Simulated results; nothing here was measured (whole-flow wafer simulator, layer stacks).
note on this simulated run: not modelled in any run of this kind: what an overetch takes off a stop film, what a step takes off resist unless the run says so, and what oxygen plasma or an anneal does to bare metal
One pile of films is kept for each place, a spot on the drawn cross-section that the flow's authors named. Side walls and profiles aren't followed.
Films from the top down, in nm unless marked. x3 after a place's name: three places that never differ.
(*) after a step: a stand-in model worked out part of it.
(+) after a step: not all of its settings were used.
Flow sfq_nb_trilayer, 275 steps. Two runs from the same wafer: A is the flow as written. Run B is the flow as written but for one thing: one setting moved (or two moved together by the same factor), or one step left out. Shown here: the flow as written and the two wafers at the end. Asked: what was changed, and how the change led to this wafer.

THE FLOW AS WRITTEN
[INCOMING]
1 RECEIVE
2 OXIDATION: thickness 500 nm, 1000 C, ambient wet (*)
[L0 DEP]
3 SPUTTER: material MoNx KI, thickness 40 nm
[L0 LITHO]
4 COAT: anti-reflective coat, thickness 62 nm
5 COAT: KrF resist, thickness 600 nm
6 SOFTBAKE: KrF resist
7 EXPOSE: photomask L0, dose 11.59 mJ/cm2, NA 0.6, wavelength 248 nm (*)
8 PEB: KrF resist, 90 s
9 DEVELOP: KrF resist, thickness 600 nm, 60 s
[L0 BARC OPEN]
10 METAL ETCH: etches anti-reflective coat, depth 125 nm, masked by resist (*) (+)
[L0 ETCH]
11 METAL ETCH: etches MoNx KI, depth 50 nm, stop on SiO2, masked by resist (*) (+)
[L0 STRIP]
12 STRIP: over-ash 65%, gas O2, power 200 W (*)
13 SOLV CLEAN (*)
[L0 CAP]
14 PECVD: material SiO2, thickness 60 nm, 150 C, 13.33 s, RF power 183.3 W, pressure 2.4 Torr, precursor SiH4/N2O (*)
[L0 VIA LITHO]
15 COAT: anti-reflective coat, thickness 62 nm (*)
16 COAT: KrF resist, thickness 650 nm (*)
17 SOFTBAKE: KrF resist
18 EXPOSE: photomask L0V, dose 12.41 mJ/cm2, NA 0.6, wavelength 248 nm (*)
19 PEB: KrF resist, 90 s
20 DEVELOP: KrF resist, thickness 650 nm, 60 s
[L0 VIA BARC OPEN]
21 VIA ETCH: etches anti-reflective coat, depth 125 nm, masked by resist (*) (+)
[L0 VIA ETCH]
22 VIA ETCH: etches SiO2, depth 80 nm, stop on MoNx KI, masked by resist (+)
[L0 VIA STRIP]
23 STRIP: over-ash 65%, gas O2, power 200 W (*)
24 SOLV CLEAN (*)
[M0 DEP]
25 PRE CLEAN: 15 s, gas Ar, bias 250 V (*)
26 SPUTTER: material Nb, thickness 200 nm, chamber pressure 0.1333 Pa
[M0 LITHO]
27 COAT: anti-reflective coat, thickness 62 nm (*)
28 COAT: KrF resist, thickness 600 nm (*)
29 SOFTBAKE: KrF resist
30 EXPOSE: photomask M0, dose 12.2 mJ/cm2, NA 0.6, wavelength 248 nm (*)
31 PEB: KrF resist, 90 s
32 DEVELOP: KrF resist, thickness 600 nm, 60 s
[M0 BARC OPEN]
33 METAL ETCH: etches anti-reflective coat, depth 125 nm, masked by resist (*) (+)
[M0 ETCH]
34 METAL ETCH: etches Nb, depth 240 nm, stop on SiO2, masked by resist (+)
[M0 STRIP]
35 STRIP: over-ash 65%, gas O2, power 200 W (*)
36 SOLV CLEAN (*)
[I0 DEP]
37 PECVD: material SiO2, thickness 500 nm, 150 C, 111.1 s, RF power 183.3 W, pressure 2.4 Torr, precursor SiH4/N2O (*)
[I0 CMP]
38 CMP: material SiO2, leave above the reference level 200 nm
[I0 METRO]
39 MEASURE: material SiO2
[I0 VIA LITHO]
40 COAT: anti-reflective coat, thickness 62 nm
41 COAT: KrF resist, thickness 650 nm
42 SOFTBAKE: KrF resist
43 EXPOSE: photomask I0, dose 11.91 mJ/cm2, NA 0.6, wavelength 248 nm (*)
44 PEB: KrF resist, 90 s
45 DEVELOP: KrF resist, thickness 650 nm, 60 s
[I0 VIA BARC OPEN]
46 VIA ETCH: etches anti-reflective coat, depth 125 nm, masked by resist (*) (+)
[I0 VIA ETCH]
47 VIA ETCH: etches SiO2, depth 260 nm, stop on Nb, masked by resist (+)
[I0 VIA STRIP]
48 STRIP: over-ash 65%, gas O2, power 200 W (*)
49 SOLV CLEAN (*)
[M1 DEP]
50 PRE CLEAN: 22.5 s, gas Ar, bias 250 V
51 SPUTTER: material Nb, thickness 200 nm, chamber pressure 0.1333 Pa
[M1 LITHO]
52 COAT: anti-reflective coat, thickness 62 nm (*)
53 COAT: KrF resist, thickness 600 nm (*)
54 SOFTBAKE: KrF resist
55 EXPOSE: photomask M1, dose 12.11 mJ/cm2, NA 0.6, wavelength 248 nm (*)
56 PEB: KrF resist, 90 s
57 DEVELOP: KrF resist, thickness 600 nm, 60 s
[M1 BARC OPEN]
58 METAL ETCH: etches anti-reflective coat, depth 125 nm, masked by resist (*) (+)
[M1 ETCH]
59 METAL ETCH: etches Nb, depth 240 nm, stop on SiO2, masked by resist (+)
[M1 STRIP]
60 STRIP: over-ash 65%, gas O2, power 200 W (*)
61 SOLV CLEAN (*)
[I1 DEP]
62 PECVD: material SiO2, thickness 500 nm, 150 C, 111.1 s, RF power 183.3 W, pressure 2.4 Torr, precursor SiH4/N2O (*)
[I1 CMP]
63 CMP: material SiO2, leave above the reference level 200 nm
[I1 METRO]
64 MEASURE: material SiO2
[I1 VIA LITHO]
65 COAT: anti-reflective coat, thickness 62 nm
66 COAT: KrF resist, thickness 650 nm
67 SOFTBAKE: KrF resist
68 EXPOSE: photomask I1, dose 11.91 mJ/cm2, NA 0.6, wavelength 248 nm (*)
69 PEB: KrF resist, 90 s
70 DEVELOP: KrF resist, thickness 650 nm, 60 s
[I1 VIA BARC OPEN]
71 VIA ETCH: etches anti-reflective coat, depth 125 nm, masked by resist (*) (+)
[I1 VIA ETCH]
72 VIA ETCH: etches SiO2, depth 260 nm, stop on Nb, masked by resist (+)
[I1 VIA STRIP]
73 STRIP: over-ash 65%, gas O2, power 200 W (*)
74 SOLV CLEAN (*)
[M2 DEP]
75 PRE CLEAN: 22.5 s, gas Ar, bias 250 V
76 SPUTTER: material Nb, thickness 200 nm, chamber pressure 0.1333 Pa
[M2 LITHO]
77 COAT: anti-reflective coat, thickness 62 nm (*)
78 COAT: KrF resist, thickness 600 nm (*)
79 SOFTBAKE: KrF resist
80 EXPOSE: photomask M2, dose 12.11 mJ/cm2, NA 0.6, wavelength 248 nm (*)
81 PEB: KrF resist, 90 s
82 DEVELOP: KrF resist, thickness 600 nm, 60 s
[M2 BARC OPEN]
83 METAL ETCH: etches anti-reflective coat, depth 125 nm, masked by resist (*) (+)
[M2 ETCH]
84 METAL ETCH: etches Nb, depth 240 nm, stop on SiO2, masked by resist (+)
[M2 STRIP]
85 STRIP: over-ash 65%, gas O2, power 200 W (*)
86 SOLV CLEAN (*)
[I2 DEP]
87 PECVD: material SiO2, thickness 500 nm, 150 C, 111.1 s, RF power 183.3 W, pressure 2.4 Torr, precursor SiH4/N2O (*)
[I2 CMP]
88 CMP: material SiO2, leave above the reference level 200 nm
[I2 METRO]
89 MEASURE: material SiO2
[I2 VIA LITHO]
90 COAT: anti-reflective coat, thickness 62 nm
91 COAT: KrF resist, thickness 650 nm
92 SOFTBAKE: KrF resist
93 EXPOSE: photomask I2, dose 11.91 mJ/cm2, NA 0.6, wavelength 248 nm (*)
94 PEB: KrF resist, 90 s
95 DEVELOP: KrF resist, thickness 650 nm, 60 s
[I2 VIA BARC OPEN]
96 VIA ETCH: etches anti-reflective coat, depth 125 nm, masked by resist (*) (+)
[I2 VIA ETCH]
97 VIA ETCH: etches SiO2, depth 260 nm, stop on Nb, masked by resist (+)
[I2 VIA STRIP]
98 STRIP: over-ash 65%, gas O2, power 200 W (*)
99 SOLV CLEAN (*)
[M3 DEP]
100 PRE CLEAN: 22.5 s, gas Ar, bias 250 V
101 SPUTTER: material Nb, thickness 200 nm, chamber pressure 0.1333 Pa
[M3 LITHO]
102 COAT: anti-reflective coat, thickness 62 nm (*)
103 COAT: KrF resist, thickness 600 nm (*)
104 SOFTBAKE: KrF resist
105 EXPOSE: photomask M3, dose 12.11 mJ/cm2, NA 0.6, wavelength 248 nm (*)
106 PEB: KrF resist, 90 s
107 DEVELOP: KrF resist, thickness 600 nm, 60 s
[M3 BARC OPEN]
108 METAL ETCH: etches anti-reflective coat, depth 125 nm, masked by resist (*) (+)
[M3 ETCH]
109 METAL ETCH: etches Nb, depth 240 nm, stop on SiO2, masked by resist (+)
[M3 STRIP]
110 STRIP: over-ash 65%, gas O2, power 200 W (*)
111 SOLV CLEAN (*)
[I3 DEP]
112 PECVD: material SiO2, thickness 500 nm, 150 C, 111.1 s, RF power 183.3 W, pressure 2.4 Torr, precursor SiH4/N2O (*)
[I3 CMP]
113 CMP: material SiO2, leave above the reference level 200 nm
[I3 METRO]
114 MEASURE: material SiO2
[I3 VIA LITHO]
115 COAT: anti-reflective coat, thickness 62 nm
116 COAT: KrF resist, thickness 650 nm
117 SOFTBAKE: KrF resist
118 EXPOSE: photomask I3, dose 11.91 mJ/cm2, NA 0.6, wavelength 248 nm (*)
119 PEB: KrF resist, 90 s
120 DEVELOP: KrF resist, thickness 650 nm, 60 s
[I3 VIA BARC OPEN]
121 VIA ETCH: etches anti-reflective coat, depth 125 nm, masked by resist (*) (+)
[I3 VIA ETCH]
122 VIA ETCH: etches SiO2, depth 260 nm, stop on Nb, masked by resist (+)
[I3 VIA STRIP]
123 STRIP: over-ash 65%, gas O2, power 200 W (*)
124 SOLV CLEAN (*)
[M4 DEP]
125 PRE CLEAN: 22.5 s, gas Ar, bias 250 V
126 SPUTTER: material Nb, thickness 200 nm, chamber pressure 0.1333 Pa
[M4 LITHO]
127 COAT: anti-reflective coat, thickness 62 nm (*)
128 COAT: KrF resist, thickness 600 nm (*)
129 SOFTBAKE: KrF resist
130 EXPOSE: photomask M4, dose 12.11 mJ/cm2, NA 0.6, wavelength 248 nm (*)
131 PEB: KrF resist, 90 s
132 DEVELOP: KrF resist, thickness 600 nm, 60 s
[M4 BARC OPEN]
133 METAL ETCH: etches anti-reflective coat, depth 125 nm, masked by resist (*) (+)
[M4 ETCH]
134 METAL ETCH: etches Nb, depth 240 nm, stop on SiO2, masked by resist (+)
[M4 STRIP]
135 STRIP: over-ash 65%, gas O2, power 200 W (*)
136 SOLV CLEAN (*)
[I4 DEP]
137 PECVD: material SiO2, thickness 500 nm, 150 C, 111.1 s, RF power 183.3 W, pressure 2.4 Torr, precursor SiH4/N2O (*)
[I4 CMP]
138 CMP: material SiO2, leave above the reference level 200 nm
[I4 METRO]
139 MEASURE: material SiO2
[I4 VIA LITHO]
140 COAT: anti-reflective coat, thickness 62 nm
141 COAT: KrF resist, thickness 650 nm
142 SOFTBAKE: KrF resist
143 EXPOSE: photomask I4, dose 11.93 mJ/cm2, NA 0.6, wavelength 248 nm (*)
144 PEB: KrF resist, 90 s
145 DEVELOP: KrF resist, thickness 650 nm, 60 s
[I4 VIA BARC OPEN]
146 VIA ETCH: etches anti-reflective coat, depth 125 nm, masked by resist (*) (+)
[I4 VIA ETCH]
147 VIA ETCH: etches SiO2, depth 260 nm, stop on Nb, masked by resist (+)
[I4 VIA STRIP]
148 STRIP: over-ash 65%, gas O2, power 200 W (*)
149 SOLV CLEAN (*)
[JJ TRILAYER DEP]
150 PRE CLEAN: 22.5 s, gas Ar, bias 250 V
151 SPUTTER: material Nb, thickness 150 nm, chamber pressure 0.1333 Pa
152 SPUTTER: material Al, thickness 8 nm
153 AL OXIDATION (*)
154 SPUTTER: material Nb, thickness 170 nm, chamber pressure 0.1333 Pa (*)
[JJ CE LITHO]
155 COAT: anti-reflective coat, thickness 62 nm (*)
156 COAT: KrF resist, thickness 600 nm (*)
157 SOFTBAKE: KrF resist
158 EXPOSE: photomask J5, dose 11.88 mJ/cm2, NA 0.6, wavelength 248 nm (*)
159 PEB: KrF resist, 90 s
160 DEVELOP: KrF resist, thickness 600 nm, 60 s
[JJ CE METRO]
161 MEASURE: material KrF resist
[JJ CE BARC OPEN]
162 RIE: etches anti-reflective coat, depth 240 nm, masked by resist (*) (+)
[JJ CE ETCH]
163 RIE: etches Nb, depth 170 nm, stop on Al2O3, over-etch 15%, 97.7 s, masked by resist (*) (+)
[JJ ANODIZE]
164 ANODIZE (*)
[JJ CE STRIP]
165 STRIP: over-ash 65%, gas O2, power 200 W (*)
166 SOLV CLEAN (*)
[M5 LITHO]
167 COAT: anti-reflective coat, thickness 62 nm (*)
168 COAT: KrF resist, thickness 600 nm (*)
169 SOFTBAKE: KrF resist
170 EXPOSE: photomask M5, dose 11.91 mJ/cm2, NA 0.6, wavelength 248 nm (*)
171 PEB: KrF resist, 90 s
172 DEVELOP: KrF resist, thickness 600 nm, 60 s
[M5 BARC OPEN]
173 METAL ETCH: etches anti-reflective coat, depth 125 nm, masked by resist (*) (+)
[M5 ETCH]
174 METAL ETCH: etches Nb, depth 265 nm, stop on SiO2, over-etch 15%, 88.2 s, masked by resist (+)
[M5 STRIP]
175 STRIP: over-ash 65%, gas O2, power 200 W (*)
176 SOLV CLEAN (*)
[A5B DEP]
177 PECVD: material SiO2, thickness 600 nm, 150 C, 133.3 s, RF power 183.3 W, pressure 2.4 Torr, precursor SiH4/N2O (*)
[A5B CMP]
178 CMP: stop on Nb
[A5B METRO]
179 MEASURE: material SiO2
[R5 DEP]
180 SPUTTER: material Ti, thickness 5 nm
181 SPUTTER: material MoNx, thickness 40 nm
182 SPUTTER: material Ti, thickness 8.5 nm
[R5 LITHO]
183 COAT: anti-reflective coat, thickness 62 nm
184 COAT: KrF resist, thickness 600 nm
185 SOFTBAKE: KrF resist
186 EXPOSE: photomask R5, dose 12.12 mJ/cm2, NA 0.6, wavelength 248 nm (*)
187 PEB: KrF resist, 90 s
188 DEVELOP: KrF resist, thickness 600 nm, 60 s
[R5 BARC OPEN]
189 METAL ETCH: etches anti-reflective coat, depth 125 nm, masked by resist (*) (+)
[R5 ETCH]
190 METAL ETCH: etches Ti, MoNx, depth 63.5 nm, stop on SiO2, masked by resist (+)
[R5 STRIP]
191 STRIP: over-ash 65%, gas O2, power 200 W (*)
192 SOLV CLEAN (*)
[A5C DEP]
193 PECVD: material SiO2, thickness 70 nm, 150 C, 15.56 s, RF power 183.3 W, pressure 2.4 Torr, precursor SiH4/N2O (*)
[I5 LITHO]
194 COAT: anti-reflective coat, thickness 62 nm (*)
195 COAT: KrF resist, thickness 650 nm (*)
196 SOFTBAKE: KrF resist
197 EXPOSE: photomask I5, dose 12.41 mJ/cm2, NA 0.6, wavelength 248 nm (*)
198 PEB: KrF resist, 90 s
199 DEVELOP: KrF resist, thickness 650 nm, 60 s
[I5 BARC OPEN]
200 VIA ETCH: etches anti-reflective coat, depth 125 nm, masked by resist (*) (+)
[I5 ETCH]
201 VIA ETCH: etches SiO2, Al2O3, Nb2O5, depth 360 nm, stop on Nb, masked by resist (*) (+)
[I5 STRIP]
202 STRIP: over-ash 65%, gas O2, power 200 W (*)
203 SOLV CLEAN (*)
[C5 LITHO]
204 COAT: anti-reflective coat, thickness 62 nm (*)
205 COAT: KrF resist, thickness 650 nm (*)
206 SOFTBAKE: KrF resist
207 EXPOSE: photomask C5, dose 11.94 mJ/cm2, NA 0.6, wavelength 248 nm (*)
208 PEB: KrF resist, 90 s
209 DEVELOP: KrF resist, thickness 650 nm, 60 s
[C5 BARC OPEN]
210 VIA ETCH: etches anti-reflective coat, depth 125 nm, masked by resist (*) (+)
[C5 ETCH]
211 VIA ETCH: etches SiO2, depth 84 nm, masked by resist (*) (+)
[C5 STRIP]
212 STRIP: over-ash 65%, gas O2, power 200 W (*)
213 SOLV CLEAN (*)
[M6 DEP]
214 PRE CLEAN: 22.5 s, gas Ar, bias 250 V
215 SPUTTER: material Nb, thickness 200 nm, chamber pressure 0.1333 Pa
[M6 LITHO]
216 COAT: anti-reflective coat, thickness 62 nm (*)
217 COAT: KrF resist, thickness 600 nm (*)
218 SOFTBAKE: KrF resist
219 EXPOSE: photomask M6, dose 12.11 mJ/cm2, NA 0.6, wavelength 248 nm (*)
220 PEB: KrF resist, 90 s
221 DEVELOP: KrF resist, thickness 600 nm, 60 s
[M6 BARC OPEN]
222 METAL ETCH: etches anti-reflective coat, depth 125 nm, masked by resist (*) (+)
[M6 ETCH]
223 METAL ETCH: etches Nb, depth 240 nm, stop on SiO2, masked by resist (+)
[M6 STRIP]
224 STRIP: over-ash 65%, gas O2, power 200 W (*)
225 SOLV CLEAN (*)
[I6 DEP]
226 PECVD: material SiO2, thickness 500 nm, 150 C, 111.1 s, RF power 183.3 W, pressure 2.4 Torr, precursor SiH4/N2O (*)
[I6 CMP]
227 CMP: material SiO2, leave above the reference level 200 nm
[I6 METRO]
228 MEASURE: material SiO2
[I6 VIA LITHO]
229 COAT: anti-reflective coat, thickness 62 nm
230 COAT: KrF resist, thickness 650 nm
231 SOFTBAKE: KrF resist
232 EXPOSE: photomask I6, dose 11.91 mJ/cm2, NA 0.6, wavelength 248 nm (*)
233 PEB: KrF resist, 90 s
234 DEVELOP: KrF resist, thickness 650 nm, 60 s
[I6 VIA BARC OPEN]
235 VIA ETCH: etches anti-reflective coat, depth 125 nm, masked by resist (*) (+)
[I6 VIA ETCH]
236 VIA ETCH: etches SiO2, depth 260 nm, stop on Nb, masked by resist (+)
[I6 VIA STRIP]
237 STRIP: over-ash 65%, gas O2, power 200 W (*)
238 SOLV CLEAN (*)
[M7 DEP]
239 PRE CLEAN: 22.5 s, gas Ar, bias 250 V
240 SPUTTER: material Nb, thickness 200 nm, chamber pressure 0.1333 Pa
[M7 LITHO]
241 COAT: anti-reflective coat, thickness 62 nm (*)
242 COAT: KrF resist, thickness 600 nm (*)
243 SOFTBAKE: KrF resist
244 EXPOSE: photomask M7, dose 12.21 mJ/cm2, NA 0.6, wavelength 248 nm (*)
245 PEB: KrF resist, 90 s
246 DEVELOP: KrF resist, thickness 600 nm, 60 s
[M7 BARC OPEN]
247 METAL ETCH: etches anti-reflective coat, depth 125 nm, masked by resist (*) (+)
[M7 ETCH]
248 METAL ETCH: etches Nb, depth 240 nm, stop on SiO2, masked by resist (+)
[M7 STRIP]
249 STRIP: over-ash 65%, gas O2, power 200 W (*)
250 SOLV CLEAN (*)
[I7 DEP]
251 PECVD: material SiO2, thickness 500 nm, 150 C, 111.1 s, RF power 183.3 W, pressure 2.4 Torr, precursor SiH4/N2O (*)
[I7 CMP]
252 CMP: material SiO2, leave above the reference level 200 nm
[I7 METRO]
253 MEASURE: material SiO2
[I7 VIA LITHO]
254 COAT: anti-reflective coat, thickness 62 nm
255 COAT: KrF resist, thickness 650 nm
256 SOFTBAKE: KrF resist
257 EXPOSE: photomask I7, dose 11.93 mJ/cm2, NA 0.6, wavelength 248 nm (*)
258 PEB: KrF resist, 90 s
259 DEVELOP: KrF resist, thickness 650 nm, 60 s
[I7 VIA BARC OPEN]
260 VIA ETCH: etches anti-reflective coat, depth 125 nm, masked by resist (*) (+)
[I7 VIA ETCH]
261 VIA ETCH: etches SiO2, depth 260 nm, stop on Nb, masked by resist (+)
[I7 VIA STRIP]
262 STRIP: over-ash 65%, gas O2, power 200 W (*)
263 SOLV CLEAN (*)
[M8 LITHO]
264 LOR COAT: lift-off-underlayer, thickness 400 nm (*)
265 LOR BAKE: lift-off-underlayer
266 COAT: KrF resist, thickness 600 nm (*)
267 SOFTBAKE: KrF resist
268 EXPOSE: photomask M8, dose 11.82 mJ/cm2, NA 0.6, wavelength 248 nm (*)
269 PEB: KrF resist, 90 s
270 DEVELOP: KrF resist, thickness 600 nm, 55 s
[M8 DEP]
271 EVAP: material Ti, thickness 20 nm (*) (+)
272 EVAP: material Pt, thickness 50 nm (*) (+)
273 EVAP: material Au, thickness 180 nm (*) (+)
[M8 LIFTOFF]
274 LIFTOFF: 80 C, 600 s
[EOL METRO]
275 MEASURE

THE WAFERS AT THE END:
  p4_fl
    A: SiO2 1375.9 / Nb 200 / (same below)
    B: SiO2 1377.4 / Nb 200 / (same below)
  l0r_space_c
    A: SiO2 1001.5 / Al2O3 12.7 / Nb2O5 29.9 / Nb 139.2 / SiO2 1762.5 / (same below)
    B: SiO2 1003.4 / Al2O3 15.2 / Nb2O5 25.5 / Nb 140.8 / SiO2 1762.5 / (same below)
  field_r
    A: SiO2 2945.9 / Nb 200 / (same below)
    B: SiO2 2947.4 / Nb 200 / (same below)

The cause: step 152, SPUTTER: thickness 9.52 nm was run, where the flow has thickness 8 nm.

How the change led to this, step by step:
  152 SPUTTER: material Al, thickness 8 nm
      field_l, v_sur, via_sp and 100 more: A Al +8 (new film) | B Al +9.52 (new film)
      via_wl, via_wr: A Al +5.14 (new film) | B Al +6.11 (new film)
      (and at 1 more place)
  164 ANODIZE (*)
      field_l, v_sur, via_sp and 96 more: A Al2O3 +12.2, Nb2O5 +29.9 (new film), Al -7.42 (all of it), Nb -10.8 | B Al2O3 +14.8, Nb2O5 +25.5 (new film), Al -8.94 (all of it), Nb -9.16
      via_wl, via_wr: A Al2O3 +7.52 (new film), Nb2O5 +39.2 (new film), Al -4.56 (all of it), Nb -14.1 | B Al2O3 +9.13 (new film), Nb2O5 +36.3 (new film), Al -5.53 (all of it), Nb -13.1
      (and at 1 more place)
  167 COAT: anti-reflective coat, thickness 62 nm (*)
      ce_r: A anti-reflective coat +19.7 (new film) | B anti-reflective coat +18.3 (new film)
  174 METAL ETCH: etches Nb, depth 265 nm, stop on SiO2, over-etch 15%, 88.2 s, masked by resist (+)
      field_l, r_sur, res and 50 more: A Al2O3 -12.6 (all of it), Nb2O5 -29.9 (all of it), Nb -139.2 (all of it), SiO2 -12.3 | B Al2O3 -15.1 (all of it), Nb2O5 -25.5 (all of it), Nb -140.8 (all of it), SiO2 -12.3
  175 STRIP: over-ash 65%, gas O2, power 200 W (*)
      ce_r: A KrF resist -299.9 (all of it), anti-reflective coat -19.7 (all of it) | B KrF resist -299.7 (all of it), anti-reflective coat -18.3 (all of it)
  201 VIA ETCH: etches SiO2, Al2O3, Nb2O5, depth 360 nm, stop on Nb, masked by resist (*) (+)
      be: A SiO2 -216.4 (all of it), Al2O3 -12.7 (all of it), Nb2O5 -29.9 (all of it) | B SiO2 -218.2 (all of it), Al2O3 -15.2 (all of it), Nb2O5 -25.5 (all of it)
